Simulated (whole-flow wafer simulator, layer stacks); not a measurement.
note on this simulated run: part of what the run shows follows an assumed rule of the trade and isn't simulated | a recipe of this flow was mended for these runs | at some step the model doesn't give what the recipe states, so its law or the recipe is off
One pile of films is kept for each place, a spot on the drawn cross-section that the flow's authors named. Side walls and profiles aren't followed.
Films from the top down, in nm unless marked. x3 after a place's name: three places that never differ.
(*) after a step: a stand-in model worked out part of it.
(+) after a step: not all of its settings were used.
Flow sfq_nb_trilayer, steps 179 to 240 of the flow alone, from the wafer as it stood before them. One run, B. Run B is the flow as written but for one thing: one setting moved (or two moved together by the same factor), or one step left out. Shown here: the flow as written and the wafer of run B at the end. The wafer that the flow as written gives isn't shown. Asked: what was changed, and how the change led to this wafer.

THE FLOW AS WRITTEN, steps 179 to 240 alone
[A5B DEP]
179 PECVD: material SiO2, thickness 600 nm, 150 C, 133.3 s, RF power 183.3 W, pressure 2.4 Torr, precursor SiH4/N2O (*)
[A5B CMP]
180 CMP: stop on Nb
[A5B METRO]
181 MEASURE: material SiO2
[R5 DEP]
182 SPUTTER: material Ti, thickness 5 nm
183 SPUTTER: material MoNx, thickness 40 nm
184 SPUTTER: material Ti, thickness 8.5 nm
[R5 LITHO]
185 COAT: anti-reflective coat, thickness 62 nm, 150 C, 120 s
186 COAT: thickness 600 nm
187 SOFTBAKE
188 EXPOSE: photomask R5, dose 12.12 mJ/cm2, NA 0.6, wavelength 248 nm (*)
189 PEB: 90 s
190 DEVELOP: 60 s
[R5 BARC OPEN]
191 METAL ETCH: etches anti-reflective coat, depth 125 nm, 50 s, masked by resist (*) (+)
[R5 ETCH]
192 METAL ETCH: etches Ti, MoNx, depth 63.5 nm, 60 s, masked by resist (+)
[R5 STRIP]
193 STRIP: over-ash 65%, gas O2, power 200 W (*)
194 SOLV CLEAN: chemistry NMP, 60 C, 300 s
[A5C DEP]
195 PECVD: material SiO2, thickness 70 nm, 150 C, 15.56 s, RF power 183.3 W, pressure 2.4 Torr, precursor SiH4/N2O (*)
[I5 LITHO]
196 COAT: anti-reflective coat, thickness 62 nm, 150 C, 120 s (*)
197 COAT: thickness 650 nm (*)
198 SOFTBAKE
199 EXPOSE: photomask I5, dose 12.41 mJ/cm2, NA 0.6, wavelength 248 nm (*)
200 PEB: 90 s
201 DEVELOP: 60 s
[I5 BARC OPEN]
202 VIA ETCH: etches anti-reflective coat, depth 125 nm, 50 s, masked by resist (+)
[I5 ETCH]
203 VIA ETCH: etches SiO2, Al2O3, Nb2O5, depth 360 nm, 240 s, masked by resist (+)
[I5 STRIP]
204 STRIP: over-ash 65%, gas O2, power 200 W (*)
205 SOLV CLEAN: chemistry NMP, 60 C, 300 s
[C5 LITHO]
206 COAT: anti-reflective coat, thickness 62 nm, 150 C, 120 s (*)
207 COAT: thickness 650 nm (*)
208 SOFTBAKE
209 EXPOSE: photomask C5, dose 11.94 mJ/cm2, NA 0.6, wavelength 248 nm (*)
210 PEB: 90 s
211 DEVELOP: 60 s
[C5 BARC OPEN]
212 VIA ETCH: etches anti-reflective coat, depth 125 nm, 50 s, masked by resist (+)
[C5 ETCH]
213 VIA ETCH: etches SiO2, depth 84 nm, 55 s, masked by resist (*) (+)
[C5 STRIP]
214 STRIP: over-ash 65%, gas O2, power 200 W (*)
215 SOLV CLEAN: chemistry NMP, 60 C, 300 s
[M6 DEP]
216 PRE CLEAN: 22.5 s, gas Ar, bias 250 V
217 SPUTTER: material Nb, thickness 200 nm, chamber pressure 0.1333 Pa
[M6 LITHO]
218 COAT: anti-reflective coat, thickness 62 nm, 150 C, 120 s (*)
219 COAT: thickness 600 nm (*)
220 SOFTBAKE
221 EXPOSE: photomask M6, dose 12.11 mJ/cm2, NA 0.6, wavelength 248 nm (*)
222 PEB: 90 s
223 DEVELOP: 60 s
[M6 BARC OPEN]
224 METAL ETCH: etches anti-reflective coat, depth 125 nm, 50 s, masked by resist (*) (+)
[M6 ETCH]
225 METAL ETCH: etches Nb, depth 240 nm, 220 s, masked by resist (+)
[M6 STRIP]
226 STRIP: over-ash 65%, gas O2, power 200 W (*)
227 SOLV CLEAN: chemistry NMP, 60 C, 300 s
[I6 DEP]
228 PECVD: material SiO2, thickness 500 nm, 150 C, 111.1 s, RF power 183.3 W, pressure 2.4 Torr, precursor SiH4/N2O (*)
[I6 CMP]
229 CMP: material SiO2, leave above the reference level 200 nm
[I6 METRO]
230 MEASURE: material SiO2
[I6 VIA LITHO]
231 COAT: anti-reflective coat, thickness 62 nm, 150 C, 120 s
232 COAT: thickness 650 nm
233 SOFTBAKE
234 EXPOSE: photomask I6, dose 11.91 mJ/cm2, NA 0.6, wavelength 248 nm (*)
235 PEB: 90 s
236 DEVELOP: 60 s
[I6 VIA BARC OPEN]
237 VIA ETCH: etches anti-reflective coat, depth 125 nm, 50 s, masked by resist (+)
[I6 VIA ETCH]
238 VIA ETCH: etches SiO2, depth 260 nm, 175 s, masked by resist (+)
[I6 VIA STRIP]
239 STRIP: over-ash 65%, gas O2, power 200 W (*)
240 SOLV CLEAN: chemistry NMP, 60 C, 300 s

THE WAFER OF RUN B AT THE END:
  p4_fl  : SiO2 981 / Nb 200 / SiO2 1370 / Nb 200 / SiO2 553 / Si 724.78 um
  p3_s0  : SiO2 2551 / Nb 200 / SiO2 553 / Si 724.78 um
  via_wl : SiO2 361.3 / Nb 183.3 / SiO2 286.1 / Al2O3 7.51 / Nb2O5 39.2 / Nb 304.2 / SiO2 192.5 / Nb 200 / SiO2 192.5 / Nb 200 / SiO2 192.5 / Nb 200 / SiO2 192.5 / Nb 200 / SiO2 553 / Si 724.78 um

The cause: step 179, PECVD: thickness 240 nm was run, where the flow has thickness 600 nm; step 179, PECVD: 53.33 s was run, where the flow has 133.3 s.

How the change led to this, step by step:
  179 PECVD: material SiO2, thickness 600 nm, 150 C, 133.3 s, RF power 183.3 W, pressure 2.4 Torr, precursor SiH4/N2O (*)
      v_sur, via_sp, via_v and 47 more: SiO2 +240 (new film) (as written it would be: SiO2 +600 (new film))
      field_l, lsp_m, ln_m6 and 44 more: SiO2 +240 (as written it would be: SiO2 +600)
      (and at 9 more places)
  180 CMP: stop on Nb
      field_l, lsp_m, ln_m6 and 44 more: nothing (as written it would be: SiO2 -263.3)
      r_sur, res, r_end, moat, field_r, lsp_l: nothing (as written it would be: SiO2 -256.4)
      (and at 53 more places)
  182 SPUTTER: material Ti, thickness 5 nm
      via_wl, via_wr: Ti +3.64 (new film) (as written it would be: Ti +5 (new film))
  183 SPUTTER: material MoNx, thickness 40 nm
      via_wl, via_wr: MoNx +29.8 (new film) (as written it would be: MoNx +40 (new film))
      via_w: MoNx +39 (new film) (as written it would be: MoNx +40 (new film))
      (and at 2 more places)
  184 SPUTTER: material Ti, thickness 8.5 nm
      via_wl, via_wr: Ti +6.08 (new film) (as written it would be: Ti +8.5 (new film))
      r_sur: Ti +7.61 (new film) (as written it would be: Ti +8.5 (new film))
  185 COAT: anti-reflective coat, thickness 62 nm, 150 C, 120 s
      field_l, m5r_space_l, m5r_space_r: anti-reflective coat +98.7 (new film) (as written it would be: anti-reflective coat +62 (new film))
      via_wl, via_wr: anti-reflective coat +149.6 (new film) (as written it would be: anti-reflective coat +62 (new film))
      (and at 57 more places)
  186 COAT: thickness 600 nm
      be, be_sur: KrF-resist-other-grade +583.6 (new film) (as written it would be: KrF-resist-other-grade +600 (new film))
      m5r_line_l, m5r_line_r: KrF-resist-other-grade +579.6 (new film) (as written it would be: KrF-resist-other-grade +600 (new film))
      (and at 38 more places)
  190 DEVELOP: 60 s
      wire, m5r_line_l, m5r_line_r: KrF-resist-other-grade -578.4 (all of it) (as written it would be: KrF-resist-other-grade -598.7 (all of it))
      be, be_sur: KrF-resist-other-grade -582.4 (all of it) (as written it would be: KrF-resist-other-grade -598.7 (all of it))
      (and at 34 more places)
  191 METAL ETCH: etches anti-reflective coat, depth 125 nm, 50 s, masked by resist (*) (+)
      via_wl, via_wr: anti-reflective coat -125 (as written it would be: anti-reflective coat -62 (all of it))
      field_l, m5r_space_l, m5r_space_r: anti-reflective coat -98.7 (all of it) (as written it would be: anti-reflective coat -62 (all of it))
      (and at 53 more places)
  192 METAL ETCH: etches Ti, MoNx, depth 63.5 nm, 60 s, masked by resist (+)
      via_wl, via_wr: anti-reflective coat -24.6 (all of it), Ti -6.08 (all of it), MoNx -29.8 (all of it), Ti -3.64 (all of it), SiO2 -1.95 (as written it would be: Ti -8.5 (all of it), MoNx -40 (all of it), Ti -5 (all of it), SiO2 -1.67)
      via_w: Ti -8.21 (all of it), MoNx -39 (all of it), Ti -4.83 (all of it), SiO2 -1.9 (as written it would be: Ti -8.5 (all of it), MoNx -40 (all of it), Ti -5 (all of it), SiO2 -1.67)
      (and at 1 more place)
  193 STRIP: over-ash 65%, gas O2, power 200 W (*)
      be_r: KrF-resist-other-grade -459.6 (all of it), anti-reflective coat -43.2 (all of it) (as written it would be: KrF-resist-other-grade -480.4 (all of it), anti-reflective coat -62 (all of it))
      r_sur: KrF-resist-other-grade -484.9 (all of it), anti-reflective coat -107.2 (all of it) (as written it would be: KrF-resist-other-grade -480.4 (all of it), anti-reflective coat -62 (all of it))
      (and at 2 more places)
  195 PECVD: material SiO2, thickness 70 nm, 150 C, 15.56 s, RF power 183.3 W, pressure 2.4 Torr, precursor SiH4/N2O (*)
      via_wl, via_w, via_wr: SiO2 +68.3 (as written it would be: SiO2 +70)
  196 COAT: anti-reflective coat, thickness 62 nm, 150 C, 120 s (*)
      via_wl, via_wr: anti-reflective coat +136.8 (new film) (as written it would be: anti-reflective coat +62.3 (new film))
      wl_b_sl, wl_e_sl: anti-reflective coat +82.7 (new film) (as written it would be: anti-reflective coat +62 (new film))
      (and at 59 more places)
  197 COAT: thickness 650 nm (*)
      m5r_line_l, m5r_line_r: KrF-resist-other-grade +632 (new film) (as written it would be: KrF-resist-other-grade +650 (new film))
      m5r_space_l, m5r_space_r: KrF-resist-other-grade +664 (new film) (as written it would be: KrF-resist-other-grade +650 (new film))
      (and at 37 more places)
  201 DEVELOP: 60 s
      be: KrF-resist-other-grade -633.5 (all of it) (as written it would be: KrF-resist-other-grade -649.5 (all of it))
  202 VIA ETCH: etches anti-reflective coat, depth 125 nm, 50 s, masked by resist (+)
      be: anti-reflective coat -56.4 (all of it), SiO2 -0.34 (as written it would be: anti-reflective coat -62.7 (all of it), SiO2 -0.31)
  ... 16 more steps ...
  239 STRIP: over-ash 65%, gas O2, power 200 W (*)
      r_end: KrF-resist-other-grade -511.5 (all of it), anti-reflective coat -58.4 (all of it) (as written it would be: KrF-resist-other-grade -510.8 (all of it), anti-reflective coat -62 (all of it))
      moat: KrF-resist-other-grade -513.7 (all of it), anti-reflective coat -65.3 (all of it) (as written it would be: KrF-resist-other-grade -510.8 (all of it), anti-reflective coat -62 (all of it))
      (and at 8 more places)
